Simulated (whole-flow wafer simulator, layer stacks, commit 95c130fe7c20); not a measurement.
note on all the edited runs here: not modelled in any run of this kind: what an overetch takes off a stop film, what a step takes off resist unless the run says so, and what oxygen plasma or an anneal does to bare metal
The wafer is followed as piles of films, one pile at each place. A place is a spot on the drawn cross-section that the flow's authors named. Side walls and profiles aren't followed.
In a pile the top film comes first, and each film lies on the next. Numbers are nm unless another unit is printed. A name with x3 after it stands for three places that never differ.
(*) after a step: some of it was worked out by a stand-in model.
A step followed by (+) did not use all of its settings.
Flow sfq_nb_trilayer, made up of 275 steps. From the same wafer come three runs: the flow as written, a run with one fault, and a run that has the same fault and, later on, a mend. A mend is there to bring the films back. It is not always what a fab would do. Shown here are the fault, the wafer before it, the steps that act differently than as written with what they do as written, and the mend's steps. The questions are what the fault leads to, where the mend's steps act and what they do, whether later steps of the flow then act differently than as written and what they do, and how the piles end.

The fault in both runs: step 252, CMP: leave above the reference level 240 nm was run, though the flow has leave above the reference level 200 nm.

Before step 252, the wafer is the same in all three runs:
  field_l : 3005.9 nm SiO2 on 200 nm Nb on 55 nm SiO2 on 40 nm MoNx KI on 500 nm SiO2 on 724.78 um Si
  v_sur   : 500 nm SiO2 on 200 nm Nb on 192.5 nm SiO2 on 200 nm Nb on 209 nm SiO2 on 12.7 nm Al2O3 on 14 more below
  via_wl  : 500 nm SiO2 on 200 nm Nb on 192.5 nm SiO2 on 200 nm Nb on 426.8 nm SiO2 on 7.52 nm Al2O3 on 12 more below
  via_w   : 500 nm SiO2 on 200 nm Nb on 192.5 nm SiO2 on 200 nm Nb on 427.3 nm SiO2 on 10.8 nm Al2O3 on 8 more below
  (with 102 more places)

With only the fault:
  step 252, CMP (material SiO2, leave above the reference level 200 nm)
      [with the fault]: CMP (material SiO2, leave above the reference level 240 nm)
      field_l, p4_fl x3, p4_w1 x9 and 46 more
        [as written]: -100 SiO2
        [with the fault]: -60 SiO2
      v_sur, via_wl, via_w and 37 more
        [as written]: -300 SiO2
        [with the fault]: -260 SiO2
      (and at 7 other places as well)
  Later steps of the flow acting differently than as written (3 more steps, not shown, differ only slightly: by at most 2% or 0.5 nm, whichever is larger):
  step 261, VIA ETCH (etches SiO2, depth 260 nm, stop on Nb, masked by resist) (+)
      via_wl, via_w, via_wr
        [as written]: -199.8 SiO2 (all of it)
        [with the fault]: -239.8 SiO2 (all of it)
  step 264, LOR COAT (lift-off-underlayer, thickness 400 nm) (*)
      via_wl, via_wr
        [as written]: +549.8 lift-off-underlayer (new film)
        [with the fault]: +579.7 lift-off-underlayer (new film)
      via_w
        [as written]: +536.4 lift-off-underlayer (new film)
        [with the fault]: +563.7 lift-off-underlayer (new film)
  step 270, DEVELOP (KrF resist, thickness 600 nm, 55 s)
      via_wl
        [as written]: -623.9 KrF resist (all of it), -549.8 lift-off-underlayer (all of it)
        [with the fault]: -628.9 KrF resist (all of it), -579.7 lift-off-underlayer (all of it)
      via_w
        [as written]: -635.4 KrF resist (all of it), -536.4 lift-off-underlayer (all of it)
        [with the fault]: -642.8 KrF resist (all of it), -563.7 lift-off-underlayer (all of it)
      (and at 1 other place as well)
  At v_sur, via_sp, via_v and 83 more, the piles at the end differ from the flow's by more than 2% or 0.5 nm, whichever is larger.
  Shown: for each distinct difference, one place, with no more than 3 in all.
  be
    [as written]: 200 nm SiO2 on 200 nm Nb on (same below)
    [with the fault]: 240 nm SiO2 on 200 nm Nb on (same below)
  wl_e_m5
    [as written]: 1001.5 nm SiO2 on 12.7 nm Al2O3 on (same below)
    [with the fault]: 1041.5 nm SiO2 on 12.7 nm Al2O3 on (same below)
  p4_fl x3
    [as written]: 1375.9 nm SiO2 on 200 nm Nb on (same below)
    [with the fault]: 1415.9 nm SiO2 on 200 nm Nb on (same below)

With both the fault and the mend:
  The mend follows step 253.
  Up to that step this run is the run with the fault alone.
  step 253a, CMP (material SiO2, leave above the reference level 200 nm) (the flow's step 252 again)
      field_l, v_sur, via_wl and 103 more
        -40 SiO2
  Every later step of the flow that is run acts as written at every place that is followed.
  At every place that both follow, the piles at the end match the flow's.
